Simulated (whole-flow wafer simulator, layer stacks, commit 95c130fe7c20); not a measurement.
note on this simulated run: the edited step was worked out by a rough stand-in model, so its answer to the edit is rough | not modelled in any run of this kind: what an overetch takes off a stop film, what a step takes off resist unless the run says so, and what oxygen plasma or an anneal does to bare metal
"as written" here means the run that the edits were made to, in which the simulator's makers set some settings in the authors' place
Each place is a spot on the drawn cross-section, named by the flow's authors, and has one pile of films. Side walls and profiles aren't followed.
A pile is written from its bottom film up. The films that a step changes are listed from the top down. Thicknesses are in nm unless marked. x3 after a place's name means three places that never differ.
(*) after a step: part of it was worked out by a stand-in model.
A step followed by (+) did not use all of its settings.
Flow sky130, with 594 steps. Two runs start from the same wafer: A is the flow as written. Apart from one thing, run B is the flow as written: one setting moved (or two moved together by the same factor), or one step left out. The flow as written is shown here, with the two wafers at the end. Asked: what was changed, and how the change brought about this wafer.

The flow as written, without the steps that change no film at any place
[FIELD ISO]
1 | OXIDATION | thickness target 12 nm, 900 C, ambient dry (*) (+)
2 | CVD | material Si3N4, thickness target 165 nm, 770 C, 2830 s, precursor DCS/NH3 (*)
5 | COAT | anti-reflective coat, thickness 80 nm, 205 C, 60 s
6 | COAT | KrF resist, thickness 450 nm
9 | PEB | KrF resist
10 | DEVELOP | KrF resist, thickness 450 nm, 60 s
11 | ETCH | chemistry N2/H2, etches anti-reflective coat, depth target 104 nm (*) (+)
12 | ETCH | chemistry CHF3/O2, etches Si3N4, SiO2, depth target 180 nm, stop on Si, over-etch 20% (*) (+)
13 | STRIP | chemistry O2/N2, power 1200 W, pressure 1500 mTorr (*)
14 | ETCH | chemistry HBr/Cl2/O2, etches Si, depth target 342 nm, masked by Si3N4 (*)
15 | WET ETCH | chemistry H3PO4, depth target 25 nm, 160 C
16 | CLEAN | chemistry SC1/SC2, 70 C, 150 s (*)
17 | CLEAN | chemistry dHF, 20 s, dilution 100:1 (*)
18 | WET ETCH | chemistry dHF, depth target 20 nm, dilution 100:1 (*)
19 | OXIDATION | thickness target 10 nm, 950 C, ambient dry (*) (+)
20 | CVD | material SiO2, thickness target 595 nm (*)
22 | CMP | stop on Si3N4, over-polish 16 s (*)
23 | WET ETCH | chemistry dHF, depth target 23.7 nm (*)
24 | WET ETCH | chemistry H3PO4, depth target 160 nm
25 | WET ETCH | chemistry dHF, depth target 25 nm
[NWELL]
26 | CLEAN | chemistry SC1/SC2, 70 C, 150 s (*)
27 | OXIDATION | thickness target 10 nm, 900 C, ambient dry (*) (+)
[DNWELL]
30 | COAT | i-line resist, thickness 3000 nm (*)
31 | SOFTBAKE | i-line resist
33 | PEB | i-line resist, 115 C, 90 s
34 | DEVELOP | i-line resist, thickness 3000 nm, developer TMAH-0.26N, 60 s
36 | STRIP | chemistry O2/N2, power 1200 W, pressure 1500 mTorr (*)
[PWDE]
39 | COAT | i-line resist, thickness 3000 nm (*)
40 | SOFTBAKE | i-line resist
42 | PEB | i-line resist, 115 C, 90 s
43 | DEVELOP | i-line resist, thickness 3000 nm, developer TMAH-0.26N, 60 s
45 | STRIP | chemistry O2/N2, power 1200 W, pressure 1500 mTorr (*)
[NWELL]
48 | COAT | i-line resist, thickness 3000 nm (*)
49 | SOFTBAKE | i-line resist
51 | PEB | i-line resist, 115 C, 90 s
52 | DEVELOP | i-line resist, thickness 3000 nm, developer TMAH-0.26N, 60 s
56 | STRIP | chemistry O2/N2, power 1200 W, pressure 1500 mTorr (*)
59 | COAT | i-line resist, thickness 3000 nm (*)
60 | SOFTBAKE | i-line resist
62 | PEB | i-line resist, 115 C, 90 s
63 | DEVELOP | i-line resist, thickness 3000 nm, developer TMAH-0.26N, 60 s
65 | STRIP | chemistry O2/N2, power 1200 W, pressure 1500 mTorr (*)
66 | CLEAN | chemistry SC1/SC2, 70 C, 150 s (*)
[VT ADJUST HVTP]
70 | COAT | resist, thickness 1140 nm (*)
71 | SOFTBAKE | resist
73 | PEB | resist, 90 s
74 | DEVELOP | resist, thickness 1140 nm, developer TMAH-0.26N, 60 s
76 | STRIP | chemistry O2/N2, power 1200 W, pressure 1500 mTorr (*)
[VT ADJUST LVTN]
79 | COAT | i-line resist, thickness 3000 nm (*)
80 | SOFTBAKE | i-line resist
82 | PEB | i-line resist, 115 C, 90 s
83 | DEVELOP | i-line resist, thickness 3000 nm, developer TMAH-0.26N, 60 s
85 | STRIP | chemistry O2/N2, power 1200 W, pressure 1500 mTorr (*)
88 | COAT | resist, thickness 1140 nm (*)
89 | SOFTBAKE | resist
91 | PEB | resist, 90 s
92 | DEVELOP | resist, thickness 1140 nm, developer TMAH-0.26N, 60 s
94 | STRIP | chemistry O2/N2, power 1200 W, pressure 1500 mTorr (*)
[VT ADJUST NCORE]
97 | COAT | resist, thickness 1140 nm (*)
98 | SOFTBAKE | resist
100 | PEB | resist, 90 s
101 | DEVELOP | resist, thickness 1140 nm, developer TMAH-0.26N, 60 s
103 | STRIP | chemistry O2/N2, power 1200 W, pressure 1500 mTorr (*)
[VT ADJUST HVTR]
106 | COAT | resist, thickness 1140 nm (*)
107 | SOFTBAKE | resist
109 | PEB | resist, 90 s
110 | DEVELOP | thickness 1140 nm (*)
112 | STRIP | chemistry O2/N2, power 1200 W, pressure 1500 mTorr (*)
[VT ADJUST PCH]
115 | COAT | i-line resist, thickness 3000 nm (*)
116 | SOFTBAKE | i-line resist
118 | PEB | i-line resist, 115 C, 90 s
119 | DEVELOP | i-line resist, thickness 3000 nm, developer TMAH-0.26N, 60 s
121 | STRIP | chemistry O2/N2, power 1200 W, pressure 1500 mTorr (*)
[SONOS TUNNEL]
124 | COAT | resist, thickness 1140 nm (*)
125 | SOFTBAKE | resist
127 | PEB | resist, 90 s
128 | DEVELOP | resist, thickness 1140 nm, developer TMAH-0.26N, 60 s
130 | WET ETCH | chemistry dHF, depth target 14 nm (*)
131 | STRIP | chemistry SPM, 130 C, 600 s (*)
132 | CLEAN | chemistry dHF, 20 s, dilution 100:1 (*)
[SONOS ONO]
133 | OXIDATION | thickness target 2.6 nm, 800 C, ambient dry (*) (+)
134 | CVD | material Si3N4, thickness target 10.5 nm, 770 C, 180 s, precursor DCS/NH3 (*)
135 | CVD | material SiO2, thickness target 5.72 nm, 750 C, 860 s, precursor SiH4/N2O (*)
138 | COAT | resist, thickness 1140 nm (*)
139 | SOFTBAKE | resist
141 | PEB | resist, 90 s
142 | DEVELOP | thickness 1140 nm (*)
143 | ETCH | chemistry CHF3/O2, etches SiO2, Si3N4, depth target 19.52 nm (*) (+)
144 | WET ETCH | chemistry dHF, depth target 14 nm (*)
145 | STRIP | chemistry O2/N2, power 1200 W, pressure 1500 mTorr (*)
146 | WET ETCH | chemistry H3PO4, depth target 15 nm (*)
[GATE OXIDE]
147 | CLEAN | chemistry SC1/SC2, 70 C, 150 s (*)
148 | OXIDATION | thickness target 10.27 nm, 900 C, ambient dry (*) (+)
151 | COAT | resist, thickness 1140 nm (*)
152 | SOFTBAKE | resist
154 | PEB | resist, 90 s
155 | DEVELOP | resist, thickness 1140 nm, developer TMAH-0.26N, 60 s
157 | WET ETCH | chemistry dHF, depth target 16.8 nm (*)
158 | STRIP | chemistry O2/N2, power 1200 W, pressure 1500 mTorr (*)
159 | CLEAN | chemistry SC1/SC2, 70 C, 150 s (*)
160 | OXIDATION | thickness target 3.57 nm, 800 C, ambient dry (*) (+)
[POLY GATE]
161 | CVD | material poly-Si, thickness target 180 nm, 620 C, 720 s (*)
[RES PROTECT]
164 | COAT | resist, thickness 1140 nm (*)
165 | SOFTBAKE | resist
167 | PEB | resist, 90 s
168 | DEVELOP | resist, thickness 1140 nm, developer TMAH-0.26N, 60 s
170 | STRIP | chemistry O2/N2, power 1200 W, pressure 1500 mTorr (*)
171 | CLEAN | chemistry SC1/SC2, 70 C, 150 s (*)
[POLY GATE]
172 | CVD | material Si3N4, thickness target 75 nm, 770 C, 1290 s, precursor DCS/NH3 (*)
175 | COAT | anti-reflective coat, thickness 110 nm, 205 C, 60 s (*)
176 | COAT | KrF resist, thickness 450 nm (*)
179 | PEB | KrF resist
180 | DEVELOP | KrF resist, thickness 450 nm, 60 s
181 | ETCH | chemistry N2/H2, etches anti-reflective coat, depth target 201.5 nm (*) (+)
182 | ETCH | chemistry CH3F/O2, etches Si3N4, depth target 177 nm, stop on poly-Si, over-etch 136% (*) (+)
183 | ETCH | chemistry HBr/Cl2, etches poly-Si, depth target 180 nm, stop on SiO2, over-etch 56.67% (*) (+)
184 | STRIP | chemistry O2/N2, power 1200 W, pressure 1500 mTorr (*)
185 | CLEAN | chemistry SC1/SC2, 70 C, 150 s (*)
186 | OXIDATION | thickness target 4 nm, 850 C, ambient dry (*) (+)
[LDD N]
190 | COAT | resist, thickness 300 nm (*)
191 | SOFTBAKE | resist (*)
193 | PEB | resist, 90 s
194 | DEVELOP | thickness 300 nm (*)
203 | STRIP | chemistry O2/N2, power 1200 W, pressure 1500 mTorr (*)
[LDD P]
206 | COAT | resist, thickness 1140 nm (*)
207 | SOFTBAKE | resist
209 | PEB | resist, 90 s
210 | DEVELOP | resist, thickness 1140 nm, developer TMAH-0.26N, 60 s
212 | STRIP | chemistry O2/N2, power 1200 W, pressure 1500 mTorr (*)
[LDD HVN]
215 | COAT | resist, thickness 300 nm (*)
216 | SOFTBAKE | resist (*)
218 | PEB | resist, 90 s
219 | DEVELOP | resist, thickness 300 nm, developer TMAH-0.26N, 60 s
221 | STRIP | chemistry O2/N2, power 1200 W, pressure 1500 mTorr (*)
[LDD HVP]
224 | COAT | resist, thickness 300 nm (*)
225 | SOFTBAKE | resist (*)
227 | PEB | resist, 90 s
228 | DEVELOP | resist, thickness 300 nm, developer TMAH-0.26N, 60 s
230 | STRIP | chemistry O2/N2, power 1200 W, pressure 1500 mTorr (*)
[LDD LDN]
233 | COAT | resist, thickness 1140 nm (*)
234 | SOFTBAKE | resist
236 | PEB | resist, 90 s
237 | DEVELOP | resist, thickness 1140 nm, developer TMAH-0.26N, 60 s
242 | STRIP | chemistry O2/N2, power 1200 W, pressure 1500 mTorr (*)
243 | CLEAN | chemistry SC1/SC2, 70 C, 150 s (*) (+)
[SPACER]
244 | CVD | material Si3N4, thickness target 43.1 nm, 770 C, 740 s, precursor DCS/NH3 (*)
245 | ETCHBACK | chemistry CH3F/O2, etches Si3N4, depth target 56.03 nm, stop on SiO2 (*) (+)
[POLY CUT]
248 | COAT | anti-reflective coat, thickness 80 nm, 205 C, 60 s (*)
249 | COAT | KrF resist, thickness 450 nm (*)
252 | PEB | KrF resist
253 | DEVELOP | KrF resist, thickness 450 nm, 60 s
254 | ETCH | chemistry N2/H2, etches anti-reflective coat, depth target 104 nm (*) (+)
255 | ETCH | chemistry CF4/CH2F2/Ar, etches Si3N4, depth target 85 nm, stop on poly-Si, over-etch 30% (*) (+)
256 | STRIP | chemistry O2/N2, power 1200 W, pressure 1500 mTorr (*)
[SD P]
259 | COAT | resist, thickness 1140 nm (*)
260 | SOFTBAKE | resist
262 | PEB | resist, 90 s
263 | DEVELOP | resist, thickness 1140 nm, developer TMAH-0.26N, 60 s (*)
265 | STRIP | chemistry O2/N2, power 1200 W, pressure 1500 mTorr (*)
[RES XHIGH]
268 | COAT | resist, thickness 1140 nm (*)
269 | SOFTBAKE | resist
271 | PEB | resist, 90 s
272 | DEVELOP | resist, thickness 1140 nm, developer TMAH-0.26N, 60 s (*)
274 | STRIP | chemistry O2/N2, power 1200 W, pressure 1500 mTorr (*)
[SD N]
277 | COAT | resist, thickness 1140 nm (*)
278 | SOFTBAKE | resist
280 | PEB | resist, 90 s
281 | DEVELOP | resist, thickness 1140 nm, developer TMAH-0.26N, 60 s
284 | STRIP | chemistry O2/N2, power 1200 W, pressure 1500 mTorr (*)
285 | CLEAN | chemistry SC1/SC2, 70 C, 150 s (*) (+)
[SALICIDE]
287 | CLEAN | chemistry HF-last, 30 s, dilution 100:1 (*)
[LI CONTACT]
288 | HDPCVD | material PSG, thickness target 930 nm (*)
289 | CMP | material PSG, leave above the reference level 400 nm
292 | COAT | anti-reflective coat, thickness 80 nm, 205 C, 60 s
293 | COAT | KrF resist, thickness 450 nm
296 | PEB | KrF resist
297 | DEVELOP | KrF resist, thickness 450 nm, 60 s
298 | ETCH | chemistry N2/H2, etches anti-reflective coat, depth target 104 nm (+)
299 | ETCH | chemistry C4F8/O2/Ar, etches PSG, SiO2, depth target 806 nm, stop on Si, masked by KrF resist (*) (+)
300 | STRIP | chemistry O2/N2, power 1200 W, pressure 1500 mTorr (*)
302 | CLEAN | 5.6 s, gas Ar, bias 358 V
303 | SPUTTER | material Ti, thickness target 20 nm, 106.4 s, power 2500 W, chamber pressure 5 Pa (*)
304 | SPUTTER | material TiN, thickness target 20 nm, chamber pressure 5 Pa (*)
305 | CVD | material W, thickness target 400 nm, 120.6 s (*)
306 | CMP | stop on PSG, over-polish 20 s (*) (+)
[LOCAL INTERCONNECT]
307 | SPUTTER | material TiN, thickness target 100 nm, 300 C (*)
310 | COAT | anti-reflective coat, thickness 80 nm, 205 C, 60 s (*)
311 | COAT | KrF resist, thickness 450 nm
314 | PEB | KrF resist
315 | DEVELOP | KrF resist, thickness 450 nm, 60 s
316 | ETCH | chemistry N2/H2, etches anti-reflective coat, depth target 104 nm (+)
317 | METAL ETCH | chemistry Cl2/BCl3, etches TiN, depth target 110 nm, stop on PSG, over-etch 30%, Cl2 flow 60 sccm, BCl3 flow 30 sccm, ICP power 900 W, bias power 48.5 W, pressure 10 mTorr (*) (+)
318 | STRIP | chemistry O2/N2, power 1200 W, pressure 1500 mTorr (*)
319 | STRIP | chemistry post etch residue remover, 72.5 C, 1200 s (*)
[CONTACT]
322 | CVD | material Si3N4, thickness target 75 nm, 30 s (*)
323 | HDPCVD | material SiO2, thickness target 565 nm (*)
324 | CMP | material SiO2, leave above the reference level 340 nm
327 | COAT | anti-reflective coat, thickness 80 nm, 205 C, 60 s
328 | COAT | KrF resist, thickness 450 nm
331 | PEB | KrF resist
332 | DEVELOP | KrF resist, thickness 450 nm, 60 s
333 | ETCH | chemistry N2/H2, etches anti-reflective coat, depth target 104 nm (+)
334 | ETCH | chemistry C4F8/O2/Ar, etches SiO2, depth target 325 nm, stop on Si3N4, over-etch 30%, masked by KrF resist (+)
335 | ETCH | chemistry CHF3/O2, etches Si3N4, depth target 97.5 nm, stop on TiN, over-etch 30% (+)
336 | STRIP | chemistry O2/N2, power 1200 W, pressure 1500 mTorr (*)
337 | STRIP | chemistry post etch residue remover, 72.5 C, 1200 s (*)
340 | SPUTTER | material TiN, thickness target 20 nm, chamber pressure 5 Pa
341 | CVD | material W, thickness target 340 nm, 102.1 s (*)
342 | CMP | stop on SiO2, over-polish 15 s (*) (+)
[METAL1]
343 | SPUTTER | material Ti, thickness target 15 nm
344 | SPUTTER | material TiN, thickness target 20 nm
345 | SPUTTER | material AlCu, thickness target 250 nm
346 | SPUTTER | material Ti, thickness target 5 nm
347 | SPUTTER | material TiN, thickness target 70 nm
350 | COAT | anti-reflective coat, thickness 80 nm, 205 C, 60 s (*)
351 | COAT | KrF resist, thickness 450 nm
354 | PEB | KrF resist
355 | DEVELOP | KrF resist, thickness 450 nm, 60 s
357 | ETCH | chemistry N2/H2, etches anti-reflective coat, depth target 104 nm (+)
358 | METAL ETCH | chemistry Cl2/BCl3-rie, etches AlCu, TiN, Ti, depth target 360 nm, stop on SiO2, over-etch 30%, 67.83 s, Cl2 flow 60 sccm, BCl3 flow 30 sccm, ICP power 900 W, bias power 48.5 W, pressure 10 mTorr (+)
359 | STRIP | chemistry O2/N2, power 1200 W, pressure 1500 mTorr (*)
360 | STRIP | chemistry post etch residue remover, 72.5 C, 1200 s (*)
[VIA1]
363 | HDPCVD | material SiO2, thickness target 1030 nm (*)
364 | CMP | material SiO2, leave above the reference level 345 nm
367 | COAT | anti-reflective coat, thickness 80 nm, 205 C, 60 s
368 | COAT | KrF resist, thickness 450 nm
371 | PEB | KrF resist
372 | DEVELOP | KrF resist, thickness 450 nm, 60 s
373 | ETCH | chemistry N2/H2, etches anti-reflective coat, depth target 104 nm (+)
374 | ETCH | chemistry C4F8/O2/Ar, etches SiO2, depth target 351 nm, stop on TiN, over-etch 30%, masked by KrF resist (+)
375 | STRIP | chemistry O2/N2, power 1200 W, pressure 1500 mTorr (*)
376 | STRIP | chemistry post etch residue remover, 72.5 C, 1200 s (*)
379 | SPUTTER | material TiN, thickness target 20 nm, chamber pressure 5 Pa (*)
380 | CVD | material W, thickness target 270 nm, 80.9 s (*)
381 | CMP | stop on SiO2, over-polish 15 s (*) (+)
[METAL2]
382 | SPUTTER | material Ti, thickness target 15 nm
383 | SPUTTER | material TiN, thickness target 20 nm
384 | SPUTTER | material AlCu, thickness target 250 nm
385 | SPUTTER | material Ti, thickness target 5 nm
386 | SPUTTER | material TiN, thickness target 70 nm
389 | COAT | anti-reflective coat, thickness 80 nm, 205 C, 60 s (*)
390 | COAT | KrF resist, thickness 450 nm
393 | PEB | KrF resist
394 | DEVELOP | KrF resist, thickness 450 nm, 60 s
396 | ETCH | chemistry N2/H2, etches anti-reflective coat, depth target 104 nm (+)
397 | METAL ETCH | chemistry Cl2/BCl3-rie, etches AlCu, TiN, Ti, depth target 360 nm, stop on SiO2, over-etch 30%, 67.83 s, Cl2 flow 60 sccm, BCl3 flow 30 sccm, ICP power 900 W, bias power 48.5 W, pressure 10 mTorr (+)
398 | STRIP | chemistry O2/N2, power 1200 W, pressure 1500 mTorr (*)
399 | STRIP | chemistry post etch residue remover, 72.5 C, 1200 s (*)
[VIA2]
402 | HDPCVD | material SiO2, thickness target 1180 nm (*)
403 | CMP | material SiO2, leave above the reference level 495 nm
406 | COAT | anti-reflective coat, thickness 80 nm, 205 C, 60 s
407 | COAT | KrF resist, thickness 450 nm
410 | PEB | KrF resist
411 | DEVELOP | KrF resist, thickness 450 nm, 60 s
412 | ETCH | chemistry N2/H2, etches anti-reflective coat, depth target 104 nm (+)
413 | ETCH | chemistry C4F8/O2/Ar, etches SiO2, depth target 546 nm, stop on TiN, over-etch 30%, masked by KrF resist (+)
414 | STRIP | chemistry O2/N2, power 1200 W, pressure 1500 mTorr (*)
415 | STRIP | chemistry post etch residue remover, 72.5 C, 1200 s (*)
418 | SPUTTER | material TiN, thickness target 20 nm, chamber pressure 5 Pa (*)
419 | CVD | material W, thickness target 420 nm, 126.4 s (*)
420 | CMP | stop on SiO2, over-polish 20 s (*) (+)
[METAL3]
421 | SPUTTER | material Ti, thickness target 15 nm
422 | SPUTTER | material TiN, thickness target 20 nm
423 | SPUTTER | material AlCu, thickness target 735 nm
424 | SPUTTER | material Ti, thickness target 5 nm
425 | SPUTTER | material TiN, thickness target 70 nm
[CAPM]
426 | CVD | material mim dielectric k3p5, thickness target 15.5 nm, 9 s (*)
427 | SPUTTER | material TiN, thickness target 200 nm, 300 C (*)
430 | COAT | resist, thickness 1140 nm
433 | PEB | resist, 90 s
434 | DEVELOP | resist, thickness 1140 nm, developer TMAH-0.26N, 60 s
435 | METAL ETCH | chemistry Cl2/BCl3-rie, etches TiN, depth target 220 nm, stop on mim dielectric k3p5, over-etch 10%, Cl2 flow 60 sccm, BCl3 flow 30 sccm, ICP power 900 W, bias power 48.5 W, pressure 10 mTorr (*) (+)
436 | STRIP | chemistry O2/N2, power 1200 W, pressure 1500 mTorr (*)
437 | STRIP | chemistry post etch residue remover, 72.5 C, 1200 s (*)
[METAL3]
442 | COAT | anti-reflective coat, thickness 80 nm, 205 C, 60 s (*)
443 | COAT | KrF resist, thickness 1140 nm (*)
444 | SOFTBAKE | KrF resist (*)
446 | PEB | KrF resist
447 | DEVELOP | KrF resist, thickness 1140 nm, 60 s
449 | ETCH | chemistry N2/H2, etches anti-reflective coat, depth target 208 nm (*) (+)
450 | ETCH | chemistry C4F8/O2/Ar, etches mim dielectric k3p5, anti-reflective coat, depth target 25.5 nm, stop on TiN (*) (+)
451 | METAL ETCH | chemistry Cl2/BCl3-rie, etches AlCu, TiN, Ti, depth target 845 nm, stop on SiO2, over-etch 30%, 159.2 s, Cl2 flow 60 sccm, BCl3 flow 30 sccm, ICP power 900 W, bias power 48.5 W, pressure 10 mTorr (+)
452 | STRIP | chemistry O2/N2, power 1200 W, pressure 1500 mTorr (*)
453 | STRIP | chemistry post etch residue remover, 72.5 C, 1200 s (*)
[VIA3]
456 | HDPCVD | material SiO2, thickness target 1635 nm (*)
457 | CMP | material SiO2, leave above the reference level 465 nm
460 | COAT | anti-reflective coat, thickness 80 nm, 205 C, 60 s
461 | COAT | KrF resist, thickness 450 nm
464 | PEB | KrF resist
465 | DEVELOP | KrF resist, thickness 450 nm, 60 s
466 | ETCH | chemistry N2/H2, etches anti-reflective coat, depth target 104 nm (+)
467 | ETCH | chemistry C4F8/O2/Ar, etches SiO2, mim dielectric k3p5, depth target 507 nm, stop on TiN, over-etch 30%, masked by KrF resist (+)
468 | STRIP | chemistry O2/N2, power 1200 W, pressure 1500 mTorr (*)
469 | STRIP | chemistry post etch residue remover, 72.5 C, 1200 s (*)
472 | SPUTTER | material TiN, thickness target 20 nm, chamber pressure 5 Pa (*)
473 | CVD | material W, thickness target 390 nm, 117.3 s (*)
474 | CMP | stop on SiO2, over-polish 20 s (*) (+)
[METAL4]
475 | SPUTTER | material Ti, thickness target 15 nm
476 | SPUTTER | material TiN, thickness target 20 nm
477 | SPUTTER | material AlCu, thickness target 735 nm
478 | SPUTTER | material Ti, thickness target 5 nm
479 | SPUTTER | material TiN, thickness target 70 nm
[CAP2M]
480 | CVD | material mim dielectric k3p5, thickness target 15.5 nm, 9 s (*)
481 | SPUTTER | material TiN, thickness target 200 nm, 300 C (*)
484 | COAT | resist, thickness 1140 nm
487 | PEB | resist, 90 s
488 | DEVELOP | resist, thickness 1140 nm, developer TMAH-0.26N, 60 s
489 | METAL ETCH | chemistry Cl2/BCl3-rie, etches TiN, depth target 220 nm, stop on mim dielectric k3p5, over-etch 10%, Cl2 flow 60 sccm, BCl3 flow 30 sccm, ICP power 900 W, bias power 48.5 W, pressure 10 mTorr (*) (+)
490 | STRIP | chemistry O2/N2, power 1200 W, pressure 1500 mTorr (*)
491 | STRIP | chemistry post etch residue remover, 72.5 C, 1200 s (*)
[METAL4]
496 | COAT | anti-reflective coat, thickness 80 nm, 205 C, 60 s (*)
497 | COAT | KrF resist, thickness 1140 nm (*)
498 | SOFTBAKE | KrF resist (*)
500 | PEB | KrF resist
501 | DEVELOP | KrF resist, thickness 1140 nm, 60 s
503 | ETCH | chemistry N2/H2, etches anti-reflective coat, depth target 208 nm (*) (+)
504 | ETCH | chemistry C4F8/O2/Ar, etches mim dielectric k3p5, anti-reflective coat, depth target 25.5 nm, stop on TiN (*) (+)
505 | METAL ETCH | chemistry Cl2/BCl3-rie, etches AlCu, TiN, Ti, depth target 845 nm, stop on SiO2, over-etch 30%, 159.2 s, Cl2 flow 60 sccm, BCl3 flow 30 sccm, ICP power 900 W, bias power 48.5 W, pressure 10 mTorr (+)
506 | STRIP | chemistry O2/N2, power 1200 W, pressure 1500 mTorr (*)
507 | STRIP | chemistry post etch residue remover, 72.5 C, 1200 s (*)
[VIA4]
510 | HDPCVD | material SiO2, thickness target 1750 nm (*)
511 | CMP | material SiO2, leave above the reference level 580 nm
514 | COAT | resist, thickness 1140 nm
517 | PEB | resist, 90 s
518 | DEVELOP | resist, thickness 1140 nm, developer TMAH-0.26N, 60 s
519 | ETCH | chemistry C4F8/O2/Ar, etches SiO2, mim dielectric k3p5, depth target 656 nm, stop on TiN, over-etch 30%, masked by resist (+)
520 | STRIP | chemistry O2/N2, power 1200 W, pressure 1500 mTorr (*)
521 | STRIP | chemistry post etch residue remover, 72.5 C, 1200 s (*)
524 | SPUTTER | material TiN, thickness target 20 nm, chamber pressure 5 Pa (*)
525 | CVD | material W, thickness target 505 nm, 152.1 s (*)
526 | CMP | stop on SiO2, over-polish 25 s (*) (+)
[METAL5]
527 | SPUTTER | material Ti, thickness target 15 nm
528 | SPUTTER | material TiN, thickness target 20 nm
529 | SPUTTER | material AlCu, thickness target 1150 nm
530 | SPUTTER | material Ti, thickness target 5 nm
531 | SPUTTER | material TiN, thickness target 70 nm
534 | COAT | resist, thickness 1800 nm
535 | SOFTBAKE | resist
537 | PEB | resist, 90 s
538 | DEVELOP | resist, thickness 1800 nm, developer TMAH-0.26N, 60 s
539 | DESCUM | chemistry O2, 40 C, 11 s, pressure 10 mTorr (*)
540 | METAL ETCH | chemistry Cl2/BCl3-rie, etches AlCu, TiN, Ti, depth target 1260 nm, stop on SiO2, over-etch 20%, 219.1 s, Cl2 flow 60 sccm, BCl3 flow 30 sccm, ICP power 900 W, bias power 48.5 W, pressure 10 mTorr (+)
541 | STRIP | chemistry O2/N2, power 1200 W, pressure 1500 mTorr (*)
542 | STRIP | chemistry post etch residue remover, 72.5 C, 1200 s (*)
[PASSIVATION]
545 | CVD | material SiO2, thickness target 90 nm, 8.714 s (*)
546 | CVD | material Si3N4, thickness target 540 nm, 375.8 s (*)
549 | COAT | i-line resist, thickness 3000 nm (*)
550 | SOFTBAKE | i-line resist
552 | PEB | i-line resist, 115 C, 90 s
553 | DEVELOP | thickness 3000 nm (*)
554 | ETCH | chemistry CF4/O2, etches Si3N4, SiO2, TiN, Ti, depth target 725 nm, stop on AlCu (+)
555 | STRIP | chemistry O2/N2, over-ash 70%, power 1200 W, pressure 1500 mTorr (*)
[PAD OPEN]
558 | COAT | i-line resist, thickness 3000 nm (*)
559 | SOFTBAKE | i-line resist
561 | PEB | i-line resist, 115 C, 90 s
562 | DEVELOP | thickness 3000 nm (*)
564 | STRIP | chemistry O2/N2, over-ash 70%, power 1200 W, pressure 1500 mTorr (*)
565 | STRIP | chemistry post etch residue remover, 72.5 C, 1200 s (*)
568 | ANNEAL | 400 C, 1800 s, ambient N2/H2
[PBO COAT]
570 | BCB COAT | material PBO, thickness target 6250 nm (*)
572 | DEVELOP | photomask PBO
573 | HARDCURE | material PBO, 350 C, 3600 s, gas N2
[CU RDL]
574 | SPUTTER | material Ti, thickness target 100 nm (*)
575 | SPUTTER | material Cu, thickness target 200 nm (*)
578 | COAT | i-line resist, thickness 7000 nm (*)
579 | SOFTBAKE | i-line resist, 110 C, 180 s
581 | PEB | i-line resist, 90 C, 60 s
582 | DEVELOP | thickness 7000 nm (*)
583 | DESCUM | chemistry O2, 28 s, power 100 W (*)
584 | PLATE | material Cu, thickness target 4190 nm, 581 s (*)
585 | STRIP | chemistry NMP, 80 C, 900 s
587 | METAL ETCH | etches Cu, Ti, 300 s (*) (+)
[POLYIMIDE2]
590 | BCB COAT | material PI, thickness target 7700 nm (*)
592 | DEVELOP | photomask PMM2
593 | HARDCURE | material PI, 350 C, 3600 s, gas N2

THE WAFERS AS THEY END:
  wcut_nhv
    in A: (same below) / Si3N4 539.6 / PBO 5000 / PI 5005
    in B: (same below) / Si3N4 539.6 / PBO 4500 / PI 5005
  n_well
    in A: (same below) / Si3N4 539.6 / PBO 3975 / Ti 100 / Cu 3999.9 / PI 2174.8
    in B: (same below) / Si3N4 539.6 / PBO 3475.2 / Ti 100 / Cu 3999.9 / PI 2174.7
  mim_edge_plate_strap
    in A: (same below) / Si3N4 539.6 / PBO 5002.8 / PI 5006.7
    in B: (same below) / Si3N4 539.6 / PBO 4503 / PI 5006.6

What caused this: step 570, BCB COAT: thickness target 5625 nm was run, whereas the flow has thickness target 6250 nm.

Step by step, how the change led to this:
  570 | BCB COAT | material PBO, thickness target 6250 nm (*)
      dice_street, vpp_sp, vpp_ln and 71 more: A +6250 PBO (new film) | B +5625 PBO (new film)
      gate_lvt_sd, gate_p_sd, active_p and 8 more: A +6257.1 PBO (new film) | B +5632.3 PBO (new film)
      (and at 108 other places as well)
  572 | DEVELOP | photomask PBO
      pad: A -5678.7 PBO (all of it) | B -5053.9 PBO (all of it)
  573 | HARDCURE | material PBO, 350 C, 3600 s, gas N2
      dice_street, vpp_sp, vpp_ln and 71 more: A -1250 PBO | B -1125 PBO
      vpp_tail, gate_hv_sd, active_hv5, spacer_hv5, gate_p_g5v0_sd, active_p_g5v0, spacer_p_g5v0, field_nw_hv: A -1251.4 PBO | B -1126.4 PBO
      (and at 110 other places as well)
  578 | COAT | i-line resist, thickness 7000 nm (*)
      pad: A +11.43 um i-line resist (new film) | B +10.93 um i-line resist (new film)
  579 | SOFTBAKE | i-line resist, 110 C, 180 s
      varactor_hvt: A -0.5 i-line resist | B +0.14 i-line resist
      gate_lvt: A -0.25 i-line resist | B +0.54 i-line resist
      (and at 56 other places as well)
  582 | DEVELOP | thickness 7000 nm (*)
      pad: A -11.43 um i-line resist (all of it) | B -10.93 um i-line resist (all of it)
  590 | BCB COAT | material PI, thickness target 7700 nm (*)
      pad: A +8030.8 PI (new film) | B +7530.8 PI (new film)
  592 | DEVELOP | photomask PMM2
      pad: A -8030.8 PI (all of it) | B -7530.8 PI (all of it)
